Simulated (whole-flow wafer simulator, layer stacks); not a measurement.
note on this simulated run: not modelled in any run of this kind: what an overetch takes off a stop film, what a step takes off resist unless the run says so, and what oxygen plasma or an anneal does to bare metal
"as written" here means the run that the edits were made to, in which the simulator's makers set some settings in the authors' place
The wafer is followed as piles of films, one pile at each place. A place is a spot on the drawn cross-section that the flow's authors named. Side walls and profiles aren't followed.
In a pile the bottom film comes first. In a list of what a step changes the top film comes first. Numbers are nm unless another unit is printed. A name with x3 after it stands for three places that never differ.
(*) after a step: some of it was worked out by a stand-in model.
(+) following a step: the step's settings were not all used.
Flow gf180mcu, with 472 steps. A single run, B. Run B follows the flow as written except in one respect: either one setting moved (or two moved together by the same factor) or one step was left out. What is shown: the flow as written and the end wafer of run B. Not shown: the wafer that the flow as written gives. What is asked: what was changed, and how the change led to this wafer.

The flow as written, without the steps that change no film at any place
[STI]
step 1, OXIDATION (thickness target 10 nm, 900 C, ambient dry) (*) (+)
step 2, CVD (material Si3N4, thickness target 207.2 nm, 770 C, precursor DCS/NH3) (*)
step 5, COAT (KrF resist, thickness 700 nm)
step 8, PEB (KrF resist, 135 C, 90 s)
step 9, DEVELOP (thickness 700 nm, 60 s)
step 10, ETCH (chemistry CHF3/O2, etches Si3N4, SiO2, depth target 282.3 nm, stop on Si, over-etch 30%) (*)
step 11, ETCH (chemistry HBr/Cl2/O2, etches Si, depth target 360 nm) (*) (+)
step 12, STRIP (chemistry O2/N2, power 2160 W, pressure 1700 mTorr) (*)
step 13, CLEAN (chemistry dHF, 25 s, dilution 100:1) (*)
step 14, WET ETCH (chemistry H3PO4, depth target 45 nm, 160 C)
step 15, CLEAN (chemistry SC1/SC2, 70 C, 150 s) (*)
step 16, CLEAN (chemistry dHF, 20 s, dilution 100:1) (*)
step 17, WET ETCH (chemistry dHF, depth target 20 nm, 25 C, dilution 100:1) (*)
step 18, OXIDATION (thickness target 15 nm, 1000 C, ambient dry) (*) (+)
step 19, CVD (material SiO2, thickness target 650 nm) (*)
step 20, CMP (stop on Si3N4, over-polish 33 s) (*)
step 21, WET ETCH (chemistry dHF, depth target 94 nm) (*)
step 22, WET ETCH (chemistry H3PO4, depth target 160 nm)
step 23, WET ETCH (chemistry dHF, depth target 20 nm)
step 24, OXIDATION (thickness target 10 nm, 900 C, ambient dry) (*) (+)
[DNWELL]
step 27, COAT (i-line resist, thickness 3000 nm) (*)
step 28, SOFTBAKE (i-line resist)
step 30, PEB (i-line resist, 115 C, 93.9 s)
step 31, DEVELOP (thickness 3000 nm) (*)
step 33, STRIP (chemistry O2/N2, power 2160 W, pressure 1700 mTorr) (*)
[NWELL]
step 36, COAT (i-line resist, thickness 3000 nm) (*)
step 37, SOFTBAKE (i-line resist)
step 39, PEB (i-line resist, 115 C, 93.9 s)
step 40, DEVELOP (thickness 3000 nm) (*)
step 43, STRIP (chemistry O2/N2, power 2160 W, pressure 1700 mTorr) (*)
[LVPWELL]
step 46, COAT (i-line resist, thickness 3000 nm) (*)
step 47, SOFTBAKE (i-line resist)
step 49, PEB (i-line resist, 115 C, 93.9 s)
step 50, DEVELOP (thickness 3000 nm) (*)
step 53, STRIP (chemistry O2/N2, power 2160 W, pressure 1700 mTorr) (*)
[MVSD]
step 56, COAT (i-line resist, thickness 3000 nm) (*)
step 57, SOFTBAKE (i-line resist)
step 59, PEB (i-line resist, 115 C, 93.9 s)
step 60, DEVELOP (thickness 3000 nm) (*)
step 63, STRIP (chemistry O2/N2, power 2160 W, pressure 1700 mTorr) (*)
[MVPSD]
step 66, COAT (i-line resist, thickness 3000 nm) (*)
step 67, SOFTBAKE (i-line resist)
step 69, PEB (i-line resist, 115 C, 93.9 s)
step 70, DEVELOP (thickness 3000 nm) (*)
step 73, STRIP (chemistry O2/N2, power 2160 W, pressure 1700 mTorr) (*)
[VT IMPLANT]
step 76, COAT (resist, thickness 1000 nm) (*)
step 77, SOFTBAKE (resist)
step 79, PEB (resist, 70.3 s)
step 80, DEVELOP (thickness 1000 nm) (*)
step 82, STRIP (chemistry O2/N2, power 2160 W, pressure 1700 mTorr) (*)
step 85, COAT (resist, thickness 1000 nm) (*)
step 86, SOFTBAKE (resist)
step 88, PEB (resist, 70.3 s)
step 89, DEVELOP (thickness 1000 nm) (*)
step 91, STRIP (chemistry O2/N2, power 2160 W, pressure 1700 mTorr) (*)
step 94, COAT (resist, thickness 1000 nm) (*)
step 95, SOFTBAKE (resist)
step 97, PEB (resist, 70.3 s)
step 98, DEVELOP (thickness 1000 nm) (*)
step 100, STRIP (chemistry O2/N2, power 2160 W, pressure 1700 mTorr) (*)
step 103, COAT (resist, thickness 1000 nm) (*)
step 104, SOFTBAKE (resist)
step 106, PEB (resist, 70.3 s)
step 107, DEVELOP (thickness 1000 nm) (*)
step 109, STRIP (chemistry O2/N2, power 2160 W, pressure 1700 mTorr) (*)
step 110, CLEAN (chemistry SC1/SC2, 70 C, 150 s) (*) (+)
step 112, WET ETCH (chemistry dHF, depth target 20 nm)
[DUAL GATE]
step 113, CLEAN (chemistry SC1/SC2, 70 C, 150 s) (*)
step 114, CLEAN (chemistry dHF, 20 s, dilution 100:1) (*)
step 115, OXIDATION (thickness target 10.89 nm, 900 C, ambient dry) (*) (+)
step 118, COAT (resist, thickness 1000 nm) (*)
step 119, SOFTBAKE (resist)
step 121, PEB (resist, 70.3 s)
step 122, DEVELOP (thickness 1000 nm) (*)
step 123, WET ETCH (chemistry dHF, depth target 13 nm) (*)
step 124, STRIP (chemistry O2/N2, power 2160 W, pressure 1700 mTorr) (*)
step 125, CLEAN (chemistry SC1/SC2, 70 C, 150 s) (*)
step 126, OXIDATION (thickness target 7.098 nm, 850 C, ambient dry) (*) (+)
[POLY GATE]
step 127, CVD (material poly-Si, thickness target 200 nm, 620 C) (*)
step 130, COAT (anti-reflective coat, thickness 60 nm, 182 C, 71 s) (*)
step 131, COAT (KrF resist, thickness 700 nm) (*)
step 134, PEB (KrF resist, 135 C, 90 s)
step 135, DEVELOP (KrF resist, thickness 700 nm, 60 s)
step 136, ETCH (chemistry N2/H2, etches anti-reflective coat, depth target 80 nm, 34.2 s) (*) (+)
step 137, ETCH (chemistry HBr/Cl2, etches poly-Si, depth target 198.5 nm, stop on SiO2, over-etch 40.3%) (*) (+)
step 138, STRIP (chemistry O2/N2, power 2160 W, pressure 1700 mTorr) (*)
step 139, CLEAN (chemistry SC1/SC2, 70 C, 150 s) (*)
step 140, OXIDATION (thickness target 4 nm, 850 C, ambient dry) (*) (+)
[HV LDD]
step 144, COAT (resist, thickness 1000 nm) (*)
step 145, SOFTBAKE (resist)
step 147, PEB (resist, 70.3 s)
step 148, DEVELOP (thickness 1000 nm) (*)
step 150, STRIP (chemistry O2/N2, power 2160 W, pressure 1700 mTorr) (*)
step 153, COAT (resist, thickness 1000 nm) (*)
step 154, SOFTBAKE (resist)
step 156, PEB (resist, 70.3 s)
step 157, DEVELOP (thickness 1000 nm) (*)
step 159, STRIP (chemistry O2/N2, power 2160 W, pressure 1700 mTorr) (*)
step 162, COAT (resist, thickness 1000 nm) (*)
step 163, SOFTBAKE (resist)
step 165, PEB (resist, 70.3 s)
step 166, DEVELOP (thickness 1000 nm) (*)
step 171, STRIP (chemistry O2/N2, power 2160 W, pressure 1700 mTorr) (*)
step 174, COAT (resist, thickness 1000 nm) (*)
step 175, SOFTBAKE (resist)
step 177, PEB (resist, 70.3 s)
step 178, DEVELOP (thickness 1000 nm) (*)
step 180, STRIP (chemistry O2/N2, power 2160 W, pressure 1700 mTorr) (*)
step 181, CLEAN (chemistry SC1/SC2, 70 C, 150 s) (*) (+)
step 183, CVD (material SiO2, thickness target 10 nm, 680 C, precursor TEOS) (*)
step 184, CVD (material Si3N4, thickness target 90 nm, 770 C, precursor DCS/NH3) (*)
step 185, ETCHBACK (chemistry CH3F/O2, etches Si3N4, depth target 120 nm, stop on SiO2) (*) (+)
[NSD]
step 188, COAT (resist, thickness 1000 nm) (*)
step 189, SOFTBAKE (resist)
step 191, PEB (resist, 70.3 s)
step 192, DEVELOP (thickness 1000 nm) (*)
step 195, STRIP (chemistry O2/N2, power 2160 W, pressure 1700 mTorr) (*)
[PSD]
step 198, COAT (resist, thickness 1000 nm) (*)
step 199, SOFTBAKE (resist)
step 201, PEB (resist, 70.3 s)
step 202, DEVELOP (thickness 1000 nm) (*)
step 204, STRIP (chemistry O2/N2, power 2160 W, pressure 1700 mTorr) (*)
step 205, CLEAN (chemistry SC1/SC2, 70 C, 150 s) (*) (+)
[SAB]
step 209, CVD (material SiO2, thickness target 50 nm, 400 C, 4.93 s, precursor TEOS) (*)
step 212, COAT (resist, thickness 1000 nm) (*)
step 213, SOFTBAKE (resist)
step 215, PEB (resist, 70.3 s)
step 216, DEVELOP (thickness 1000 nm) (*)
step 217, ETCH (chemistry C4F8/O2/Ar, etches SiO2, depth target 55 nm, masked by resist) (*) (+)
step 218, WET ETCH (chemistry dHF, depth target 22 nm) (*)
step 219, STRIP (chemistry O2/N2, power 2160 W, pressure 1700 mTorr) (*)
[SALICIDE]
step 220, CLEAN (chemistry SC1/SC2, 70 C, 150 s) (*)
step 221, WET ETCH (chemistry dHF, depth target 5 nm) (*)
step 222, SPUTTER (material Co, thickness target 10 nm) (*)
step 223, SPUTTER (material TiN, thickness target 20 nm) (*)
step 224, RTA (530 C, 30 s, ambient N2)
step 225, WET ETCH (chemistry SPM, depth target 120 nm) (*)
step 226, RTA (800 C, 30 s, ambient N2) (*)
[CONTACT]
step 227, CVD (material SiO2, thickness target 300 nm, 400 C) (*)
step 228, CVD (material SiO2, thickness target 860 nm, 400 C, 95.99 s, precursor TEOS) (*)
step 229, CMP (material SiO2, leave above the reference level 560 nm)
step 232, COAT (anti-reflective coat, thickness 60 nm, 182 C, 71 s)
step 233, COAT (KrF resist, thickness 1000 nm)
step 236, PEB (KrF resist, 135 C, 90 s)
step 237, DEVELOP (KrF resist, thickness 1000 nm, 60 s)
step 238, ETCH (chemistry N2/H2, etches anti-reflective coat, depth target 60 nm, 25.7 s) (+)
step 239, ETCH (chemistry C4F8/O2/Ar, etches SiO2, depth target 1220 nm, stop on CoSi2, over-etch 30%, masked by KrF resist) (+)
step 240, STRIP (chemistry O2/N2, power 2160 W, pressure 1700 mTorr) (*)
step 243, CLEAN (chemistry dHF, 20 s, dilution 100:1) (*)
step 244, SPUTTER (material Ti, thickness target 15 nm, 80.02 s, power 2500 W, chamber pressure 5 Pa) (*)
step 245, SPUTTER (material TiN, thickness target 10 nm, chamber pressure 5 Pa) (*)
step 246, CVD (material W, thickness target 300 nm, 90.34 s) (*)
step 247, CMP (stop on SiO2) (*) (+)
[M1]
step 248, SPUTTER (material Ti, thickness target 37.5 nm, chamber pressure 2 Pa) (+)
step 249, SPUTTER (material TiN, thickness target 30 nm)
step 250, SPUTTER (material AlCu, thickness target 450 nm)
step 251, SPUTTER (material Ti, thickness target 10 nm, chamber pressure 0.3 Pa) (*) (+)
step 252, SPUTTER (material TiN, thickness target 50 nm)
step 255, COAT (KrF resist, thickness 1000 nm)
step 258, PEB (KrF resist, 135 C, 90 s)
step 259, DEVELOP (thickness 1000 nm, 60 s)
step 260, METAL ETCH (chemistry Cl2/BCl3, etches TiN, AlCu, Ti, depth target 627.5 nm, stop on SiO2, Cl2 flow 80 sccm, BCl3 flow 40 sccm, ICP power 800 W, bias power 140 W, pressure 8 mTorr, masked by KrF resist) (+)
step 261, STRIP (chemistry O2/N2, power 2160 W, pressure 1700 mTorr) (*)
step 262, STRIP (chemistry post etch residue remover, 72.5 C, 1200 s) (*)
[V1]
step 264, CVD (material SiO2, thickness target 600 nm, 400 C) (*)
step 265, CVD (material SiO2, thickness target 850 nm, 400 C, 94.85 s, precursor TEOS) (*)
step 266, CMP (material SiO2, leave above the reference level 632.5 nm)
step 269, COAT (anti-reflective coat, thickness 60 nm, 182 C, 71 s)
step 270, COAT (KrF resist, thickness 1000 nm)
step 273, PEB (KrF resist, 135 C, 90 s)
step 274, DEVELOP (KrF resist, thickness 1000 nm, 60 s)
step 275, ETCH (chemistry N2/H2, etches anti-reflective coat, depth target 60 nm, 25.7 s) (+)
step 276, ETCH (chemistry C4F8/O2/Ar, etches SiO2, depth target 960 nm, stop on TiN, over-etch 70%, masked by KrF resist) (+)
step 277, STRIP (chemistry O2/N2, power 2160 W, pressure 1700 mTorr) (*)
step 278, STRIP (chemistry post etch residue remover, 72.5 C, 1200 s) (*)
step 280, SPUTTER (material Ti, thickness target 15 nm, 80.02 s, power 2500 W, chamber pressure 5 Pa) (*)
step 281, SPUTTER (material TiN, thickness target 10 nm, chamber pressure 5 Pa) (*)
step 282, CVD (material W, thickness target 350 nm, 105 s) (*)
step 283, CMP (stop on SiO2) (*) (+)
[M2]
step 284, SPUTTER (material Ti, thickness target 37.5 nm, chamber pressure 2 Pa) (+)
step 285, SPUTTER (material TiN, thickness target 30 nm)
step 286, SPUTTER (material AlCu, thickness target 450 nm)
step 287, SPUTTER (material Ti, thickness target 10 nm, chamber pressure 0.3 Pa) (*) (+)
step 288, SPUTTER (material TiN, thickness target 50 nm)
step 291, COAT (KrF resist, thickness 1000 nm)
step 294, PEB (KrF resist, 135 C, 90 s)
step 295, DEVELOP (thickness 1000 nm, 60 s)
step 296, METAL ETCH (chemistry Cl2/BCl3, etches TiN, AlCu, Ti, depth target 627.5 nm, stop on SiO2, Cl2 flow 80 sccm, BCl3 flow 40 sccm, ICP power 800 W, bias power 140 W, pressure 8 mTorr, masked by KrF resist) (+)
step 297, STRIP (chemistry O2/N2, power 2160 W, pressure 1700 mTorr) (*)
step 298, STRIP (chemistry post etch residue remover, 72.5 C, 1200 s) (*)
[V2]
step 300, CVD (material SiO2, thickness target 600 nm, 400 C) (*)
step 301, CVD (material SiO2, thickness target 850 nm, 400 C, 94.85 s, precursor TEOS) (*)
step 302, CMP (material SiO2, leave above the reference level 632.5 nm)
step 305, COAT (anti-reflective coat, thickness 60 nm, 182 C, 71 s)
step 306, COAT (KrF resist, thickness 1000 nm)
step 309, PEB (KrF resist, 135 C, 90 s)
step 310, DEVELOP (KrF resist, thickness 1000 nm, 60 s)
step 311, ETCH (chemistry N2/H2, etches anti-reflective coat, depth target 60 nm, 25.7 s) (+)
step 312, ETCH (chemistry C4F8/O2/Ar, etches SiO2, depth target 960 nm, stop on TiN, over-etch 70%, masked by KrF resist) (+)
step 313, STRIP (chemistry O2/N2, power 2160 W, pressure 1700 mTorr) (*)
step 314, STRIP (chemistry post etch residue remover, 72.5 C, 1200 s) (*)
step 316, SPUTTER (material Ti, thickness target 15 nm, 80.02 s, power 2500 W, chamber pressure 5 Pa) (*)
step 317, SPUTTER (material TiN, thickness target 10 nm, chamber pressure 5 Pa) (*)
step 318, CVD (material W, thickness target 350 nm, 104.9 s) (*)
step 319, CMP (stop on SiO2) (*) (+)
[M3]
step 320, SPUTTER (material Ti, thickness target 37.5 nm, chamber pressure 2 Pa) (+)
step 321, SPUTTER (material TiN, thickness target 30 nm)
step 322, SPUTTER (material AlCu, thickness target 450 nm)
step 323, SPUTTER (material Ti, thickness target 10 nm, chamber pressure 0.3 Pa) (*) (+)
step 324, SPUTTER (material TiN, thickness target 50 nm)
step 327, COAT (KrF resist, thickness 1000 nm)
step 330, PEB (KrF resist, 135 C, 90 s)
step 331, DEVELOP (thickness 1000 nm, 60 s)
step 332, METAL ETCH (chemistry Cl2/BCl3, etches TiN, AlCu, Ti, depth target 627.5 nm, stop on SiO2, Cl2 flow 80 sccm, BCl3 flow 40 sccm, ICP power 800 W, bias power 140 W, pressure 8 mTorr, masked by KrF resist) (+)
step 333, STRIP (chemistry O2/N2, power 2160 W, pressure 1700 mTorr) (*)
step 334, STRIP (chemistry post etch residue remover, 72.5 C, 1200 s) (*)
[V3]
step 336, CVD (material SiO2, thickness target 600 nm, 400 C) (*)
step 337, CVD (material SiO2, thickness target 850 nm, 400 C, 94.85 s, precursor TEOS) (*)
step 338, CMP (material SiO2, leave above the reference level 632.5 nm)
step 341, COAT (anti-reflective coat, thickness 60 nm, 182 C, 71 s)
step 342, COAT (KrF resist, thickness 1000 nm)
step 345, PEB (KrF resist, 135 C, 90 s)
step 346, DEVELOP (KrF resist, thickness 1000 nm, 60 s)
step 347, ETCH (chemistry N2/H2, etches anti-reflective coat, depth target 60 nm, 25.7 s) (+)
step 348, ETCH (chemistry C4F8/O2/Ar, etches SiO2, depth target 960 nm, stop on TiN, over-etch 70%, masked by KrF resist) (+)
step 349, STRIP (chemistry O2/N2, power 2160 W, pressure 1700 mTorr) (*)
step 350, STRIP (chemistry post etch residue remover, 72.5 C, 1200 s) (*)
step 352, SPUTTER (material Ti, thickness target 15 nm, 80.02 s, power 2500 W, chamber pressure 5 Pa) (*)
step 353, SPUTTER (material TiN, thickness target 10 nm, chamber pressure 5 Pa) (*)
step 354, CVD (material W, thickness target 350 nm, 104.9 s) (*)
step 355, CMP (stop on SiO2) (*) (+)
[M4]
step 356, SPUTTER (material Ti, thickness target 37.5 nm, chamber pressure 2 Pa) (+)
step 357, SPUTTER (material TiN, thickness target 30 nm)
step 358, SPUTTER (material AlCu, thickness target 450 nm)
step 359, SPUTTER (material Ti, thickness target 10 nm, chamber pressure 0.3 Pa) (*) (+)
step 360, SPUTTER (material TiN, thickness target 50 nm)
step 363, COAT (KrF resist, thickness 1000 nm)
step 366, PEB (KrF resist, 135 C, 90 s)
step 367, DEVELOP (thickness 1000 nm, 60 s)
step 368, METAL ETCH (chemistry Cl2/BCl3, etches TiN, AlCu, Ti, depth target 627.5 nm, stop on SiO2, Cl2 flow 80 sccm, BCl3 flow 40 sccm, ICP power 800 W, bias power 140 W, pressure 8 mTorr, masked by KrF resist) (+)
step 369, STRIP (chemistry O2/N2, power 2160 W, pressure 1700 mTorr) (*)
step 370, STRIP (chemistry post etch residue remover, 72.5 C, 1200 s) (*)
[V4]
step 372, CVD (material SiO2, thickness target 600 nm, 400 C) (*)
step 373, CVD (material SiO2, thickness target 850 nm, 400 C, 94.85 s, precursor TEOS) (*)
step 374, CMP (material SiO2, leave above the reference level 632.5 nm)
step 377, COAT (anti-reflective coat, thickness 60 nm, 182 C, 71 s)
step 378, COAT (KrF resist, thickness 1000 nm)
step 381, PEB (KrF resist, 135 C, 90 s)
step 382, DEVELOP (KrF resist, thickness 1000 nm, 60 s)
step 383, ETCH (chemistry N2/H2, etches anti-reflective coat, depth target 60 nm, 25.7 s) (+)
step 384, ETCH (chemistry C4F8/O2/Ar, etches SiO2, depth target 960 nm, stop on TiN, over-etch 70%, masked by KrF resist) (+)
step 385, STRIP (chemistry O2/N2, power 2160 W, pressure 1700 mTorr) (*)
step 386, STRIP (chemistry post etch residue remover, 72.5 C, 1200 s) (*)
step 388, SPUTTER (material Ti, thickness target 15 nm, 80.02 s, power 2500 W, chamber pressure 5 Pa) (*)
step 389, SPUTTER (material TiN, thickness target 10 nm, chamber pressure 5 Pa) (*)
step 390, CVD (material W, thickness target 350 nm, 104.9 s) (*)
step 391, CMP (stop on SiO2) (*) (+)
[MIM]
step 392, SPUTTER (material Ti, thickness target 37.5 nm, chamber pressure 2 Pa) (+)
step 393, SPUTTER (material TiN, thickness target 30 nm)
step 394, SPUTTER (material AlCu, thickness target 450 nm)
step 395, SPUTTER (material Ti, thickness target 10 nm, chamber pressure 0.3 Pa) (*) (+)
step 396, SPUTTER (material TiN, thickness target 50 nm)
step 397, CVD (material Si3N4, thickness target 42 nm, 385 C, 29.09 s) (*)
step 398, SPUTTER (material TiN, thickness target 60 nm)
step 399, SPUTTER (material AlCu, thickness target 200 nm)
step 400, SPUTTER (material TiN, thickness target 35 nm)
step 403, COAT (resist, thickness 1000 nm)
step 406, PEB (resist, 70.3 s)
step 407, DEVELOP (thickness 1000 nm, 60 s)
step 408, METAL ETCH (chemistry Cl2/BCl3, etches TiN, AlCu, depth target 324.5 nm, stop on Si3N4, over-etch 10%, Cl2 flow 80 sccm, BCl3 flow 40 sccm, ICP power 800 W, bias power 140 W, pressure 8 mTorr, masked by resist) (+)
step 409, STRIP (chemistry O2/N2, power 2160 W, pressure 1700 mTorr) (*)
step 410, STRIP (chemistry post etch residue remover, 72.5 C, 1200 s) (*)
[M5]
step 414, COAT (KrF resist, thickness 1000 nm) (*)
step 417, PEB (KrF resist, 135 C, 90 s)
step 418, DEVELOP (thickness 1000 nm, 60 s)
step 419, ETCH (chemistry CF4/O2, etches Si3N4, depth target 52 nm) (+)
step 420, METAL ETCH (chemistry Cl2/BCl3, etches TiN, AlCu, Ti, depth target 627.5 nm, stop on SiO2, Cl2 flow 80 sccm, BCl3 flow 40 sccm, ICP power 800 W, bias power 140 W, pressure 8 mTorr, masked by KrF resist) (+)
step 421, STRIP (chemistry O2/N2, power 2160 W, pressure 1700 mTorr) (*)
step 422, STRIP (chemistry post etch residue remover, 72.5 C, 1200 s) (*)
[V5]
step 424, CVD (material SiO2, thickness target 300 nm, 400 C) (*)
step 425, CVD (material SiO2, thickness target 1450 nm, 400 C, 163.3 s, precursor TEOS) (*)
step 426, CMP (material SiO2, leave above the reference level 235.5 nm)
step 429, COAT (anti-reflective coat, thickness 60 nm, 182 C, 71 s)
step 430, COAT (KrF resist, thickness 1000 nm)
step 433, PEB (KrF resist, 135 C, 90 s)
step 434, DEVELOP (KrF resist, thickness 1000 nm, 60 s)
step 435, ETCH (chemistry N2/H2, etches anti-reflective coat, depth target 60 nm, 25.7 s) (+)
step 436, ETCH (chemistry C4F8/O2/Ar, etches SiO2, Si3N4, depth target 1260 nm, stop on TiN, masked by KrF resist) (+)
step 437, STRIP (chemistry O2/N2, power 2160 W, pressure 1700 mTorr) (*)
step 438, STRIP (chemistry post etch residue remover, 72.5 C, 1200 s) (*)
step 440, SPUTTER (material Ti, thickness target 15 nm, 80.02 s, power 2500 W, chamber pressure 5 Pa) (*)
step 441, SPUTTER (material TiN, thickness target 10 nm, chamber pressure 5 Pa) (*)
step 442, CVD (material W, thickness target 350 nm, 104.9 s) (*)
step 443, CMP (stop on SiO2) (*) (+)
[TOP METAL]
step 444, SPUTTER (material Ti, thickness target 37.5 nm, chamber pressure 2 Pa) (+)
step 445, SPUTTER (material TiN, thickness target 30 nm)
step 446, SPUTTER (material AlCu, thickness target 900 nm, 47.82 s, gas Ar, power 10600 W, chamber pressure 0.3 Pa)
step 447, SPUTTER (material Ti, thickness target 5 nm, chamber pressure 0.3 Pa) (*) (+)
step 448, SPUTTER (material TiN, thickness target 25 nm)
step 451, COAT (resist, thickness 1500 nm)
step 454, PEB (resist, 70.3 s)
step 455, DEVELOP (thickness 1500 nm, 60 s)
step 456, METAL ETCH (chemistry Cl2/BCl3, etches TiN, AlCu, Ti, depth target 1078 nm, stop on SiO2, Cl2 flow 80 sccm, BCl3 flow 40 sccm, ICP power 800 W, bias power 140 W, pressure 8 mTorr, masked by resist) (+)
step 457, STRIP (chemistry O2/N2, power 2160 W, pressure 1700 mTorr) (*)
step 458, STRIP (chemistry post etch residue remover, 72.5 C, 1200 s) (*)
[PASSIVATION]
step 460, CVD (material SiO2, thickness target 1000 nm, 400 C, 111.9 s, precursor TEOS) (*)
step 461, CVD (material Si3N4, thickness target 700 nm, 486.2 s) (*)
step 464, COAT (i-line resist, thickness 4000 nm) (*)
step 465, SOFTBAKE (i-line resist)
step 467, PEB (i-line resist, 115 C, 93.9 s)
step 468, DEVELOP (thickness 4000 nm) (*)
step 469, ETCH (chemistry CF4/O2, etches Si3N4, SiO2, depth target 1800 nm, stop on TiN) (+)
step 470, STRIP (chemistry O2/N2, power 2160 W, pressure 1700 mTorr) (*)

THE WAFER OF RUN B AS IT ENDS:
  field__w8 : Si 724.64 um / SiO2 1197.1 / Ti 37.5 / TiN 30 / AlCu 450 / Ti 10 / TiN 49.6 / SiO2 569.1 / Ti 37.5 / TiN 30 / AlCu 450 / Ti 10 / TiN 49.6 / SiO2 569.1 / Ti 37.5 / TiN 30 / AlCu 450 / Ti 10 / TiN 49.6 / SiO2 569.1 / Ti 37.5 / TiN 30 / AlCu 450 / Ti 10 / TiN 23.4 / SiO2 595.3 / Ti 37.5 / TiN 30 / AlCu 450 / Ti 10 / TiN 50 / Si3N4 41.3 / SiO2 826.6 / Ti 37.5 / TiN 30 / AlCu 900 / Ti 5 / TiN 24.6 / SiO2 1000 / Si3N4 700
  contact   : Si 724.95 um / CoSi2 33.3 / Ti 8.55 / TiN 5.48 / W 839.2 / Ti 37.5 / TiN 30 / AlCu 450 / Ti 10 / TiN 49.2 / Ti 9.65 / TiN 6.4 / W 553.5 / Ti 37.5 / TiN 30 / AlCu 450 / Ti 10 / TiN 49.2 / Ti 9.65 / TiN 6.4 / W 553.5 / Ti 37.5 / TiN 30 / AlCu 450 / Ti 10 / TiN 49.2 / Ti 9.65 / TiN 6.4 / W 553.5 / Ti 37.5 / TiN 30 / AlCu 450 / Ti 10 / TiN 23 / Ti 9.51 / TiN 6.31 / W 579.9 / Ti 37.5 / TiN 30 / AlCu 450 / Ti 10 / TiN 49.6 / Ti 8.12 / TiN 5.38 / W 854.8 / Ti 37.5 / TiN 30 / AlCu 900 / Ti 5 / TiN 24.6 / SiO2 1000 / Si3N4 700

Cause: step 360, SPUTTER: thickness target 23.8 nm was run, while the flow as written has thickness target 50 nm.

Step by step, how the change led to this:
  step 360, SPUTTER (material TiN, thickness target 50 nm)
      field, field__w1, field__w2 and 108 more: +23.8 TiN (new film) (as written it would have been: +50 TiN (new film))
  step 368, METAL ETCH (chemistry Cl2/BCl3, etches TiN, AlCu, Ti, depth target 627.5 nm, stop on SiO2, Cl2 flow 80 sccm, BCl3 flow 40 sccm, ICP power 800 W, bias power 140 W, pressure 8 mTorr, masked by KrF resist) (+)
      field, field__w1, field__w2 and 103 more: -23.8 TiN (all of it), -10 Ti (all of it), -450 AlCu (all of it), -30 TiN (all of it), -37.5 Ti (all of it) (as written it would have been: -50 TiN (all of it), -10 Ti (all of it), -450 AlCu (all of it), -30 TiN (all of it), -37.5 Ti (all of it))
  step 374, CMP (material SiO2, leave above the reference level 632.5 nm)
      field__w8, contact, m1, m1__w1, m1_nw: -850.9 SiO2 (as written it would have been: -877.1 SiO2)
  step 384, ETCH (chemistry C4F8/O2/Ar, etches SiO2, depth target 960 nm, stop on TiN, over-etch 70%, masked by KrF resist) (+)
      contact: -598.7 SiO2 (all of it) (as written it would have been: -572.5 SiO2 (all of it))
  step 390, CVD (material W, thickness target 350 nm, 104.9 s) (*)
      contact: +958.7 W (new film) (as written it would have been: +932.3 W (new film))
